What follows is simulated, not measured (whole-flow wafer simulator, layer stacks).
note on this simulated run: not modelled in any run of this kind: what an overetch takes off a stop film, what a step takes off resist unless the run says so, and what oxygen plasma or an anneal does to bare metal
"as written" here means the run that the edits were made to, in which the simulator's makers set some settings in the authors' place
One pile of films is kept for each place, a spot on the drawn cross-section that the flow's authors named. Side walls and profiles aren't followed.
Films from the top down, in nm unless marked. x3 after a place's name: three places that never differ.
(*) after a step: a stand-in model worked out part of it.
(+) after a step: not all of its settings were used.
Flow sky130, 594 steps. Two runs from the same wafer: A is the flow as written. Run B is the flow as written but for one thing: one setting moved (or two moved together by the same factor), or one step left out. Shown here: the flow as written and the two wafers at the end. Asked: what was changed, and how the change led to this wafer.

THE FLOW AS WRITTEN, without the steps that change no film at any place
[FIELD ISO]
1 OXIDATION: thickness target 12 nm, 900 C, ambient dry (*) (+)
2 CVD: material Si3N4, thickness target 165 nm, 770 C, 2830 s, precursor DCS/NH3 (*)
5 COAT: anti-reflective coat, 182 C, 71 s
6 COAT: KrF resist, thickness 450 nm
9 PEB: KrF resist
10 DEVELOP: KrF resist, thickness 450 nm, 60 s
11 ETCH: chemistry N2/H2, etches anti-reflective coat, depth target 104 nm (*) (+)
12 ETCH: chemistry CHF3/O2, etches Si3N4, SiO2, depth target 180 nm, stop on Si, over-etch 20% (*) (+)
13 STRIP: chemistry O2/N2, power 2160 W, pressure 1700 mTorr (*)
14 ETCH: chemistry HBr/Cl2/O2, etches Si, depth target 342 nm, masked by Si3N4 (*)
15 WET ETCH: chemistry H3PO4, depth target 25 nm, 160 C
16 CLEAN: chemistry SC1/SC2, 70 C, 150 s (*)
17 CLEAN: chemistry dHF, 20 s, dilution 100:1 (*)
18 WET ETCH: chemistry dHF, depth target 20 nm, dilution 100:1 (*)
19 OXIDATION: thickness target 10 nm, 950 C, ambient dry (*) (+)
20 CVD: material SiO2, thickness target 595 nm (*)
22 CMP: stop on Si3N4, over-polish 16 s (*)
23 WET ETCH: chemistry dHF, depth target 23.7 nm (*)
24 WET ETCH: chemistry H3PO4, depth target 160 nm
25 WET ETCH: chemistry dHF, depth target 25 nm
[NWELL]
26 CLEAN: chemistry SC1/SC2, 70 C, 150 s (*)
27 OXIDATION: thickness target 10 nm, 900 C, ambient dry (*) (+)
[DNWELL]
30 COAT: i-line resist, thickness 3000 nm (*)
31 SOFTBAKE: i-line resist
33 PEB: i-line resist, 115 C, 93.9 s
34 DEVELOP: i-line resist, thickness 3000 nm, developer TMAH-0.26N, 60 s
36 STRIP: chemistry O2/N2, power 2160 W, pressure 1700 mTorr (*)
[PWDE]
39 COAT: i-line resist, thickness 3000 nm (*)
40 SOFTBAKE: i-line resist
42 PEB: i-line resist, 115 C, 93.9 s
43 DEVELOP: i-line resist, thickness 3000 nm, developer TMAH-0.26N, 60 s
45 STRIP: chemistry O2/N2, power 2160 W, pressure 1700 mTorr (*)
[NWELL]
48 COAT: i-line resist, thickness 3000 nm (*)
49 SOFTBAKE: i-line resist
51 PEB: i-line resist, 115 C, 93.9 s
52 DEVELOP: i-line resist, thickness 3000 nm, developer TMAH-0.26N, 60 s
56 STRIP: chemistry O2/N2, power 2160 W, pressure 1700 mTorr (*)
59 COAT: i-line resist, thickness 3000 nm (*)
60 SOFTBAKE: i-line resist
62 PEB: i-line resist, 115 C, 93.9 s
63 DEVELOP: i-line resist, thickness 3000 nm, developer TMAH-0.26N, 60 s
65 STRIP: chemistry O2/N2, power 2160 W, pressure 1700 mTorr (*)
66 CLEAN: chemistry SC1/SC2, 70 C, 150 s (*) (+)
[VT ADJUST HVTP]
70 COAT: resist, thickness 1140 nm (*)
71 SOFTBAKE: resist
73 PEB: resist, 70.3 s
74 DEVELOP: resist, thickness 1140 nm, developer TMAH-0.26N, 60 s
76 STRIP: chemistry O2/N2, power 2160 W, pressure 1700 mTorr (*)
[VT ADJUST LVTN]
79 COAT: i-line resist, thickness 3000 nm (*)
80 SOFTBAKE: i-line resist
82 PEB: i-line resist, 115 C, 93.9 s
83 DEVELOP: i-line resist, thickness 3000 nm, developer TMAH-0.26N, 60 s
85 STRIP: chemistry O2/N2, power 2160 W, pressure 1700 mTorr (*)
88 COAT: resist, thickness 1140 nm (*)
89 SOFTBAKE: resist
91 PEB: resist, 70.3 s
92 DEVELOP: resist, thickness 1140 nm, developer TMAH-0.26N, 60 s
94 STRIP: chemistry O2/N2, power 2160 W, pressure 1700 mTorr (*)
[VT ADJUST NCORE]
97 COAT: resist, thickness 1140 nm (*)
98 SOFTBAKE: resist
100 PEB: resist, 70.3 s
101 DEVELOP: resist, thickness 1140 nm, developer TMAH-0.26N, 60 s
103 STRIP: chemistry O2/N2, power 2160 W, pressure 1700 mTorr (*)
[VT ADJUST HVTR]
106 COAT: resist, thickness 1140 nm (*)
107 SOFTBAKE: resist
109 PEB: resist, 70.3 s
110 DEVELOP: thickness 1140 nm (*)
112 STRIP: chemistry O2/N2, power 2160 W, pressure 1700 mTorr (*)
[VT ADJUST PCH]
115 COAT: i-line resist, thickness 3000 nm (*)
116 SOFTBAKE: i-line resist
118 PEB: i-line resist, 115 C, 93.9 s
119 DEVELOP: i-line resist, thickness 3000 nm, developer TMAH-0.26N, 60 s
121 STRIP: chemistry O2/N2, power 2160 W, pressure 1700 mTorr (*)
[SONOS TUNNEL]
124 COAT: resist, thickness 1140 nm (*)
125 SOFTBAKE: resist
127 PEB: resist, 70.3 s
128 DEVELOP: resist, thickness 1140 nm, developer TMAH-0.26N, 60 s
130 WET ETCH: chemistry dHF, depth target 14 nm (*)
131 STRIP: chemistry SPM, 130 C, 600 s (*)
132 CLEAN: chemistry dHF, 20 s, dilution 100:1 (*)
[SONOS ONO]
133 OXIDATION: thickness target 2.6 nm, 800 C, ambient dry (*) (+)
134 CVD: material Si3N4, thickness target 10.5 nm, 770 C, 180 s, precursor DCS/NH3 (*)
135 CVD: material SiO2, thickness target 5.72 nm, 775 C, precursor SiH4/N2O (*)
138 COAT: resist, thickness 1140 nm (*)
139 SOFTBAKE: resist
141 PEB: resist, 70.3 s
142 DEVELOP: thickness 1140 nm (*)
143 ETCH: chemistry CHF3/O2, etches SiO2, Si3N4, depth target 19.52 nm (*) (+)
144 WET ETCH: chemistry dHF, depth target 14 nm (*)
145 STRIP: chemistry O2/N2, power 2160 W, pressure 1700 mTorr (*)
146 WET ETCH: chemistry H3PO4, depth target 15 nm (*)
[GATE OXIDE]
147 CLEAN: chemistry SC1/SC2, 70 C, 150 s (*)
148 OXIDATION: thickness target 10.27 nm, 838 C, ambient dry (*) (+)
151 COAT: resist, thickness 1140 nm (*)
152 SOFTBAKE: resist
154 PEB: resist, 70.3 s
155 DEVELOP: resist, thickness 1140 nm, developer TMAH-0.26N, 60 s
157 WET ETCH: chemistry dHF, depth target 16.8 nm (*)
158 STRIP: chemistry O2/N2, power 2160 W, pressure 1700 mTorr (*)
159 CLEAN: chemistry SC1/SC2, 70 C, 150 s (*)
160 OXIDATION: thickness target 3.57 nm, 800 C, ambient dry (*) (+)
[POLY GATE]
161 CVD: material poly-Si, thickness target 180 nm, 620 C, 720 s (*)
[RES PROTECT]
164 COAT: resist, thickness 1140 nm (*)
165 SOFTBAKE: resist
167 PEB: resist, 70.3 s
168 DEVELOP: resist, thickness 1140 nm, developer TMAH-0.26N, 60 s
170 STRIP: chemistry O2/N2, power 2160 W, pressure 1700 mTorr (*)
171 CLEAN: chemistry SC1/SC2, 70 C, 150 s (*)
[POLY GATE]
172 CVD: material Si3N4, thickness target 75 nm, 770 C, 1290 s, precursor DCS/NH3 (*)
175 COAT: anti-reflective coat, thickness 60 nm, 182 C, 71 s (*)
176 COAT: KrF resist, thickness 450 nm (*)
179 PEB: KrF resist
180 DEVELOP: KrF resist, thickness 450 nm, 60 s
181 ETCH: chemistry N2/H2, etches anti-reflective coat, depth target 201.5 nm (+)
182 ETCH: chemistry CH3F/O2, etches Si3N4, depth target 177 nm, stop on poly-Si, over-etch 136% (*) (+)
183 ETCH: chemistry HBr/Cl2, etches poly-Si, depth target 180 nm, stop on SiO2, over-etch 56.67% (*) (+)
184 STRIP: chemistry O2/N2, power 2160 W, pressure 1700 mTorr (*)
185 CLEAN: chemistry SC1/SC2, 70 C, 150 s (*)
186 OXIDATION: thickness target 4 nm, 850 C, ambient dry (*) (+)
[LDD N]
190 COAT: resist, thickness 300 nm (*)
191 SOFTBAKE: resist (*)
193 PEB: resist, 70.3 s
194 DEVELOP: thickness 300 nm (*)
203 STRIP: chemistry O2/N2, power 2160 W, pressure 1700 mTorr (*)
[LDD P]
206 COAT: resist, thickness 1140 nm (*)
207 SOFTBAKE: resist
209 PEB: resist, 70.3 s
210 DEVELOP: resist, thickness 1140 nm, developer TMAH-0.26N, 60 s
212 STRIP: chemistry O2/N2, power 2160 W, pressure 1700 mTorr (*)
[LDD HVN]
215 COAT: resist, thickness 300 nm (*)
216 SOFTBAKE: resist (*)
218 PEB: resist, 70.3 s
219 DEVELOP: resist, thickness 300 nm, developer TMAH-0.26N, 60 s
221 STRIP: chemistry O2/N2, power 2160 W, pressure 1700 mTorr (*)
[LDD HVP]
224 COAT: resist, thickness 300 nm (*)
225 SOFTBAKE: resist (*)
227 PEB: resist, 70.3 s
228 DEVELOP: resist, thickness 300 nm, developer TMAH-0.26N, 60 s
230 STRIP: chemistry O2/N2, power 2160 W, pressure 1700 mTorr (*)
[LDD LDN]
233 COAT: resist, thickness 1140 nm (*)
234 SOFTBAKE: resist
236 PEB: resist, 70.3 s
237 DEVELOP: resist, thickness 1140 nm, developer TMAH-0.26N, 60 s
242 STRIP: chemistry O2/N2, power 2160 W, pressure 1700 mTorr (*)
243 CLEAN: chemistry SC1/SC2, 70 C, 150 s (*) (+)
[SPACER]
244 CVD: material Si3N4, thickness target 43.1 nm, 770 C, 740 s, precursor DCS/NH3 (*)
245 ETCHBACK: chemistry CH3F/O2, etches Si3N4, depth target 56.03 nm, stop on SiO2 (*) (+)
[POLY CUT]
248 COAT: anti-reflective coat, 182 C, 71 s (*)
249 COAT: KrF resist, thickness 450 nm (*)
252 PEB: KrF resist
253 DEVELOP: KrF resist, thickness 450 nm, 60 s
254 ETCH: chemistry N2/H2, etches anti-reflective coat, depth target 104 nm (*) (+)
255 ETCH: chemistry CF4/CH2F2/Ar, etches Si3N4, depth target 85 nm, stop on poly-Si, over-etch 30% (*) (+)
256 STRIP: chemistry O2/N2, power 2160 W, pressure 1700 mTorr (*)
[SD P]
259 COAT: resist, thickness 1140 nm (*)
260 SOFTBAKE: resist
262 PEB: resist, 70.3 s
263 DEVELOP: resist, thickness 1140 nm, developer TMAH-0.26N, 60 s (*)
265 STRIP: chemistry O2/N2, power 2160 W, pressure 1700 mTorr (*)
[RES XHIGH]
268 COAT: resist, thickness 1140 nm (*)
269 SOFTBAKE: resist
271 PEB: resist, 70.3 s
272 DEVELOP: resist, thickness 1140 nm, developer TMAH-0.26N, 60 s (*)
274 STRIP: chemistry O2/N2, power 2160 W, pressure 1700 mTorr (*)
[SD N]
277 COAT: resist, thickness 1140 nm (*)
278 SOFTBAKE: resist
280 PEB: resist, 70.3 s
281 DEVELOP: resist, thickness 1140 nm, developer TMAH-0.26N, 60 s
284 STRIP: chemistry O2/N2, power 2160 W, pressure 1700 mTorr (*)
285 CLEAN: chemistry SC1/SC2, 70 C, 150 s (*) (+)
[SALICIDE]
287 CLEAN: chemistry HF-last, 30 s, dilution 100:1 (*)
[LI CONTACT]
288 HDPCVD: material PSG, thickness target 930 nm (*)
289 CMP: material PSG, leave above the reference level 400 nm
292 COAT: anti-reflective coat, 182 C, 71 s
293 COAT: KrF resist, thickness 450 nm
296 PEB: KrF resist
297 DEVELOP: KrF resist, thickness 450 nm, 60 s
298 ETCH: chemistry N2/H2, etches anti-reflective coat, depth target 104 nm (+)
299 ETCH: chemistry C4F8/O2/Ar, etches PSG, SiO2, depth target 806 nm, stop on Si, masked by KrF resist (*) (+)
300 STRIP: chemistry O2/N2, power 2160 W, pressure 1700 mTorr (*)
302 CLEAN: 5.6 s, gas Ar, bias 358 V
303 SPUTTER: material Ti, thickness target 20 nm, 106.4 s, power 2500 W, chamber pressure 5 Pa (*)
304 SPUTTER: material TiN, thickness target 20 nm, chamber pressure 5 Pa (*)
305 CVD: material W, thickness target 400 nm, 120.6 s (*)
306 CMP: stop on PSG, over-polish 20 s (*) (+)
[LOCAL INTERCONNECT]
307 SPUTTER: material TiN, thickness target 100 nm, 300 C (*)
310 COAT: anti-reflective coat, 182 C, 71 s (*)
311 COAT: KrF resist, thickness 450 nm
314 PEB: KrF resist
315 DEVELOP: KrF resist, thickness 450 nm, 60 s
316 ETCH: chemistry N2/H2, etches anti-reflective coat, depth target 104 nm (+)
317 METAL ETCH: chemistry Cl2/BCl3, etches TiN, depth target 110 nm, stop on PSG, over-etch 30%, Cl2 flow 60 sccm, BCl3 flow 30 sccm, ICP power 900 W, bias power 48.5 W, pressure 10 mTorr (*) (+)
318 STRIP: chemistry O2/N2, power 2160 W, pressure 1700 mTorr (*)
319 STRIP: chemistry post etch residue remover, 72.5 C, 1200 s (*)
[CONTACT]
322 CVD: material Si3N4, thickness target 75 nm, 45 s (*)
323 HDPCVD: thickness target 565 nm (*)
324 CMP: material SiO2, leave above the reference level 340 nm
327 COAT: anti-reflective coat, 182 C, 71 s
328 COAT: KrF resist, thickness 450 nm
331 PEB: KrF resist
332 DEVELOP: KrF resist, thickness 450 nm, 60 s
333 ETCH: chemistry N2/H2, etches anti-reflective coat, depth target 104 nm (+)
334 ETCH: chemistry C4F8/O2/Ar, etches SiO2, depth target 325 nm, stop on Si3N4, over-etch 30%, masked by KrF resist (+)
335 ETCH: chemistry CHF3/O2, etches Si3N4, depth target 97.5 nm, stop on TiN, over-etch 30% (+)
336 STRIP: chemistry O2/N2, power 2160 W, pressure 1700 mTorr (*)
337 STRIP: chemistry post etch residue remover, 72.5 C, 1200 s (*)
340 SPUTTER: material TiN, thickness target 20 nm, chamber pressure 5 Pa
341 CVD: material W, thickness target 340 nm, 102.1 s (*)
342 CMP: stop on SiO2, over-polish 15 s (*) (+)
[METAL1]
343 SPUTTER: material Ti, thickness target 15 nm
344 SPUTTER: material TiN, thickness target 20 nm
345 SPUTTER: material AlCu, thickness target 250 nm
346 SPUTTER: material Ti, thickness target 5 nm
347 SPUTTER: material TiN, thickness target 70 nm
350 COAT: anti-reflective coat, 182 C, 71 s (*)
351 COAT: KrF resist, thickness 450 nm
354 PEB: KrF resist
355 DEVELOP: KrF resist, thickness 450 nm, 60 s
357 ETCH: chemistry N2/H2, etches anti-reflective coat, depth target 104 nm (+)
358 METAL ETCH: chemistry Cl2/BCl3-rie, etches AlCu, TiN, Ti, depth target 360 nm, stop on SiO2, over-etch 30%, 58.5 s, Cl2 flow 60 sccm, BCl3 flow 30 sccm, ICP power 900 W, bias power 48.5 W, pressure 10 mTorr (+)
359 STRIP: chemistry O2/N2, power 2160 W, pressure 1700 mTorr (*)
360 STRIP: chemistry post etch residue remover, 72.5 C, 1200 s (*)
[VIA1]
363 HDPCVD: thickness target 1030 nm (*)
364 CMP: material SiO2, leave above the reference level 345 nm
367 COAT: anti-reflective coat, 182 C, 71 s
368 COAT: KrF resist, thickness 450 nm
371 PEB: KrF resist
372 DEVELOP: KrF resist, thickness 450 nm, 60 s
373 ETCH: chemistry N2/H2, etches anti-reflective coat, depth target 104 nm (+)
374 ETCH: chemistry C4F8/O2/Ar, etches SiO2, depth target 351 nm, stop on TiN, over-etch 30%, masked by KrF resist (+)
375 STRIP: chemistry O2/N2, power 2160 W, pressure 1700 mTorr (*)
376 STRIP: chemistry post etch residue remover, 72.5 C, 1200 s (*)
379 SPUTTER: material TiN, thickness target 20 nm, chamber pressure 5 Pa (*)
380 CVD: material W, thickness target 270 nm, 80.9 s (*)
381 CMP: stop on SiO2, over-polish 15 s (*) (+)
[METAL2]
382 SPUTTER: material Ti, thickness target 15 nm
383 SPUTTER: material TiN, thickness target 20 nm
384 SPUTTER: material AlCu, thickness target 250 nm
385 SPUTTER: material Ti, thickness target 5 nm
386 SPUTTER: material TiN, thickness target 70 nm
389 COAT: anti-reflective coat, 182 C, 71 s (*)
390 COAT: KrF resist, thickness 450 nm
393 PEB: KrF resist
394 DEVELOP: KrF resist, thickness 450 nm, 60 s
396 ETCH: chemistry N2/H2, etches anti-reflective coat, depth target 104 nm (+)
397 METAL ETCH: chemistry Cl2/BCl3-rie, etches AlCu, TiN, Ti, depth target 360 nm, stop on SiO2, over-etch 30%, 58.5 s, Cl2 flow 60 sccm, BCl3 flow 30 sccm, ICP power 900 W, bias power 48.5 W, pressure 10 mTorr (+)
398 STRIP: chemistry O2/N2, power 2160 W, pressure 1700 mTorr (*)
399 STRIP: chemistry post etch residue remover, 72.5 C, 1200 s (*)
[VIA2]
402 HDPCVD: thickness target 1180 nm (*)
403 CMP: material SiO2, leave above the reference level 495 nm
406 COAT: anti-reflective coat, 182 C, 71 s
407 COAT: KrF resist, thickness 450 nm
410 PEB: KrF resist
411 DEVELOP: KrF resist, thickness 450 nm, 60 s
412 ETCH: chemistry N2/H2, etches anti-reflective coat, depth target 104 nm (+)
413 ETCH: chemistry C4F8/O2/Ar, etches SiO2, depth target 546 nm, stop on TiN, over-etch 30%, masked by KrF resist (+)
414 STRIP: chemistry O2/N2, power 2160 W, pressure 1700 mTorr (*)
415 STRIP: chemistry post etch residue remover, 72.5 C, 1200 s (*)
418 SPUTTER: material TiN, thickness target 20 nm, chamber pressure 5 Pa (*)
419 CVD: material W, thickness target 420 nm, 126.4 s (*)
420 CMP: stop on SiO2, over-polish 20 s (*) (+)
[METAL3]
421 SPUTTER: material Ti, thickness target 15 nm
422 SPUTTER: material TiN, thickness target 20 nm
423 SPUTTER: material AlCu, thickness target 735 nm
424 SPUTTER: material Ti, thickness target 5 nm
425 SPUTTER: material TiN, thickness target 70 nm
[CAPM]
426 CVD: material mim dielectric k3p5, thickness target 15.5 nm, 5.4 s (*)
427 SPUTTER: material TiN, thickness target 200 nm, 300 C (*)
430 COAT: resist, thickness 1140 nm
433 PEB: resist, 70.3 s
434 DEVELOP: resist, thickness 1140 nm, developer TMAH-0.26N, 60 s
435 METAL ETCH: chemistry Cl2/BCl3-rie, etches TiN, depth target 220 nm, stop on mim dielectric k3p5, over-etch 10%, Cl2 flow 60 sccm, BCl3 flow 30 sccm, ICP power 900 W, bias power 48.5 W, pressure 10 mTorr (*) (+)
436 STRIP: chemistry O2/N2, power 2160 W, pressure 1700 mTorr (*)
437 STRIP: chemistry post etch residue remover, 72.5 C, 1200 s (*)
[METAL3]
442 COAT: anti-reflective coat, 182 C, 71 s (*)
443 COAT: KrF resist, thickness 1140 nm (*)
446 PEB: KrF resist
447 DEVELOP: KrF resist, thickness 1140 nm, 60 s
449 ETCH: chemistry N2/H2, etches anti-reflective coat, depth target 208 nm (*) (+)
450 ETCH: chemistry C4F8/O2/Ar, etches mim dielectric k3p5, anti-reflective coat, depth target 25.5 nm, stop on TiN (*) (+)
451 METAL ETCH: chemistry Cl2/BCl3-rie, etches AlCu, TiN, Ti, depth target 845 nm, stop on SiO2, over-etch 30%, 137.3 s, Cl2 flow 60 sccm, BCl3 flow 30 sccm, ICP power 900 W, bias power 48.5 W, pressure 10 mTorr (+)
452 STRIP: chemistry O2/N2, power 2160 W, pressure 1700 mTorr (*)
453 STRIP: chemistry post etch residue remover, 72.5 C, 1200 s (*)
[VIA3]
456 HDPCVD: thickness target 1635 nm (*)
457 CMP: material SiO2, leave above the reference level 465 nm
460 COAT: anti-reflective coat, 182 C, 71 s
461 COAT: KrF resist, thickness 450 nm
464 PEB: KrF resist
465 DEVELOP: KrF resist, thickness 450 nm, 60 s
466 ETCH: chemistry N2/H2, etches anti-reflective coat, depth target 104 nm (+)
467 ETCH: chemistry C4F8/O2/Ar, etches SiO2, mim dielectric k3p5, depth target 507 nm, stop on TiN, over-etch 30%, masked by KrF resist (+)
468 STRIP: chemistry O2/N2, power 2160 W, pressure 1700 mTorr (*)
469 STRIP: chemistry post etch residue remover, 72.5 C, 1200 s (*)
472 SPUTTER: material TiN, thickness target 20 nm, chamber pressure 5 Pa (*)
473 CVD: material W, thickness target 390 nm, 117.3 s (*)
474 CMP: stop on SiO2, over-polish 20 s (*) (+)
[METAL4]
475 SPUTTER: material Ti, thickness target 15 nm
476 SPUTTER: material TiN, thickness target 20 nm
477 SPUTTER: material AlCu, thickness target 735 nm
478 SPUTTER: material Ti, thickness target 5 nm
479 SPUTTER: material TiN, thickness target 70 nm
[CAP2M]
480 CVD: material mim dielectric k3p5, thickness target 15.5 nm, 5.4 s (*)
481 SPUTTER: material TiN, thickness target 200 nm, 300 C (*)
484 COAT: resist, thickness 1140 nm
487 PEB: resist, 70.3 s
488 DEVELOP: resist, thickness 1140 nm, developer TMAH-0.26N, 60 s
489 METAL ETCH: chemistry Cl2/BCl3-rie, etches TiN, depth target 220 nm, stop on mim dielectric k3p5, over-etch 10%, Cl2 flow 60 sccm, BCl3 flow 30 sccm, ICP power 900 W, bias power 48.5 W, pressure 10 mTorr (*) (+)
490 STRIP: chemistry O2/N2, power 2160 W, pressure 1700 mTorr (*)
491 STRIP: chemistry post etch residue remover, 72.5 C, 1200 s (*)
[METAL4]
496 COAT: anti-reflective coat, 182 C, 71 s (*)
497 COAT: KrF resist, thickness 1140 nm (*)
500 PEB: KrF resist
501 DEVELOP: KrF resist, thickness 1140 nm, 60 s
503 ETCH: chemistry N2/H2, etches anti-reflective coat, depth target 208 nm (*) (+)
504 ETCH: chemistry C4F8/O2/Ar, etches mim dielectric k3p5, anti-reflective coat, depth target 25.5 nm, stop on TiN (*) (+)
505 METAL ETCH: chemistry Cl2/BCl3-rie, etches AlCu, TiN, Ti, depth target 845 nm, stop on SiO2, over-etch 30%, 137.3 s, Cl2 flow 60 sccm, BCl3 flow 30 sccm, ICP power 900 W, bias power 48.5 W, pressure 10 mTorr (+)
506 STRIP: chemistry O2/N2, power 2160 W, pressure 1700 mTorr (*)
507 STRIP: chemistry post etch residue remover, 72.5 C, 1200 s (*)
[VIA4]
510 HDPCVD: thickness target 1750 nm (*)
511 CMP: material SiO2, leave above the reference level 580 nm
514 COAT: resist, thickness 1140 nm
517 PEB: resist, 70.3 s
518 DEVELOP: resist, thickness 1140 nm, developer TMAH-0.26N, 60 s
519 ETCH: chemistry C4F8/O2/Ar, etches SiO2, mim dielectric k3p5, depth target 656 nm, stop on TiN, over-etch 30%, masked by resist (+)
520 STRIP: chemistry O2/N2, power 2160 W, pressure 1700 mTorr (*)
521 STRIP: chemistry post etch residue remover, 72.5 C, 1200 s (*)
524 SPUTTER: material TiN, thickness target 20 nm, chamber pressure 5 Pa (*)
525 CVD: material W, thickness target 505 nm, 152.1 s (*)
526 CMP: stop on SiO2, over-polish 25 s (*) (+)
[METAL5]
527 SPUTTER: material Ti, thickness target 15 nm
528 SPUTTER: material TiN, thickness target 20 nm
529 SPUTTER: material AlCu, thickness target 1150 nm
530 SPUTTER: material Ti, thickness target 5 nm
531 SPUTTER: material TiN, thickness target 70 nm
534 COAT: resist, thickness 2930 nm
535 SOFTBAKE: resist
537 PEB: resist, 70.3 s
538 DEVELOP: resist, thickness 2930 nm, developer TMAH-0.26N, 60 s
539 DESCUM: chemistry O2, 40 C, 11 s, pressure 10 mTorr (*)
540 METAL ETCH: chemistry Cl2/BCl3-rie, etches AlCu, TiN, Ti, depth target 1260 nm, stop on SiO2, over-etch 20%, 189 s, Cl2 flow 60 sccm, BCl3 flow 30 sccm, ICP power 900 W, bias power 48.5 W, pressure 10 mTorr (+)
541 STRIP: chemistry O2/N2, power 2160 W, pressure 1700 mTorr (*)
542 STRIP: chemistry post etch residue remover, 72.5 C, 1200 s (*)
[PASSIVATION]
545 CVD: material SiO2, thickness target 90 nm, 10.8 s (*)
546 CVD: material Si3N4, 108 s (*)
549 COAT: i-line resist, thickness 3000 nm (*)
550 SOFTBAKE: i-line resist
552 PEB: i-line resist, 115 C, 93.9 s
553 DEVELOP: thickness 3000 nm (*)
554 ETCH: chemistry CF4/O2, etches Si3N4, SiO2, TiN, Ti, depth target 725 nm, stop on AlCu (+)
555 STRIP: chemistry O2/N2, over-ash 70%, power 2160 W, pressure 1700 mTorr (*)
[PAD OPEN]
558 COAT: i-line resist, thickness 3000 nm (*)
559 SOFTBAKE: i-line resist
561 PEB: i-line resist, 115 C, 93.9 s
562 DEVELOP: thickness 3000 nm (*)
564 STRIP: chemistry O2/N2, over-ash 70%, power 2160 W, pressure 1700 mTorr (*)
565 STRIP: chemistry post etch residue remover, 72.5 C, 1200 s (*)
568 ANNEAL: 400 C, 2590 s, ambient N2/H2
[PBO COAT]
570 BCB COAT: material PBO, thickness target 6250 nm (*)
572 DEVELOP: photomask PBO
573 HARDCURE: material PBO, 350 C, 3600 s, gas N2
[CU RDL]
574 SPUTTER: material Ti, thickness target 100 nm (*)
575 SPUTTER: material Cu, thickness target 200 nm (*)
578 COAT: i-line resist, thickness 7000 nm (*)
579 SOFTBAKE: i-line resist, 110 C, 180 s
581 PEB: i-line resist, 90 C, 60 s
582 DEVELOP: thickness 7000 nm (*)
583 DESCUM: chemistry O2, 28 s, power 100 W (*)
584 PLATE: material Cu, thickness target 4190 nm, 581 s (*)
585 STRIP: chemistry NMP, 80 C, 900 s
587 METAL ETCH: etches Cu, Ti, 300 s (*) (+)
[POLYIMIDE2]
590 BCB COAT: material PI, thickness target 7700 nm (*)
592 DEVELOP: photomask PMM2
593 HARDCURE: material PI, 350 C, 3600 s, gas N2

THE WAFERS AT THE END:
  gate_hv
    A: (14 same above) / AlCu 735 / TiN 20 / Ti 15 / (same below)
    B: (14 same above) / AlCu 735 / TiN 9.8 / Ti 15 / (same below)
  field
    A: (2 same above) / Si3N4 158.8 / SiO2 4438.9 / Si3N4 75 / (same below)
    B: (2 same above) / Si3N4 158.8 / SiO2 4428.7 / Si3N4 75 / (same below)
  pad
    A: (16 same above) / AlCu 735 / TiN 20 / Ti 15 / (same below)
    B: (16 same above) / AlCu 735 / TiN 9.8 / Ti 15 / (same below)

The cause: step 422, SPUTTER: thickness target 9.8 nm was run, where the flow has thickness target 20 nm.
It can be read off the wafer: gate_hv has TiN 9.8, and step 422 as written asks for 20 nm.

How the change led to this, step by step:
  422 SPUTTER: material TiN, thickness target 20 nm
      field, active, n_well and 188 more: A TiN +20 (new film) | B TiN +9.8 (new film)
  451 METAL ETCH: chemistry Cl2/BCl3-rie, etches AlCu, TiN, Ti, depth target 845 nm, stop on SiO2, over-etch 30%, 137.3 s, Cl2 flow 60 sccm, BCl3 flow 30 sccm, ICP power 900 W, bias power 48.5 W, pressure 10 mTorr (+)
      field, gate, spacer and 68 more: A TiN -70 (all of it), Ti -5 (all of it), AlCu -735 (all of it), TiN -20 (all of it), Ti -15 (all of it), SiO2 -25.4 | B TiN -70 (all of it), Ti -5 (all of it), AlCu -735 (all of it), TiN -9.8 (all of it), Ti -15 (all of it), SiO2 -26.4
      active, vpp_ln, vpp_iso2 and 11 more: A TiN -70 (all of it), Ti -5 (all of it), AlCu -735 (all of it), TiN -20 (all of it), Ti -15 (all of it), SiO2 -25.3 | B TiN -70 (all of it), Ti -5 (all of it), AlCu -735 (all of it), TiN -9.8 (all of it), Ti -15 (all of it), SiO2 -26.4
  457 CMP: material SiO2, leave above the reference level 465 nm
      field, active, gate and 82 more: A SiO2 -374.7 | B SiO2 -383.8
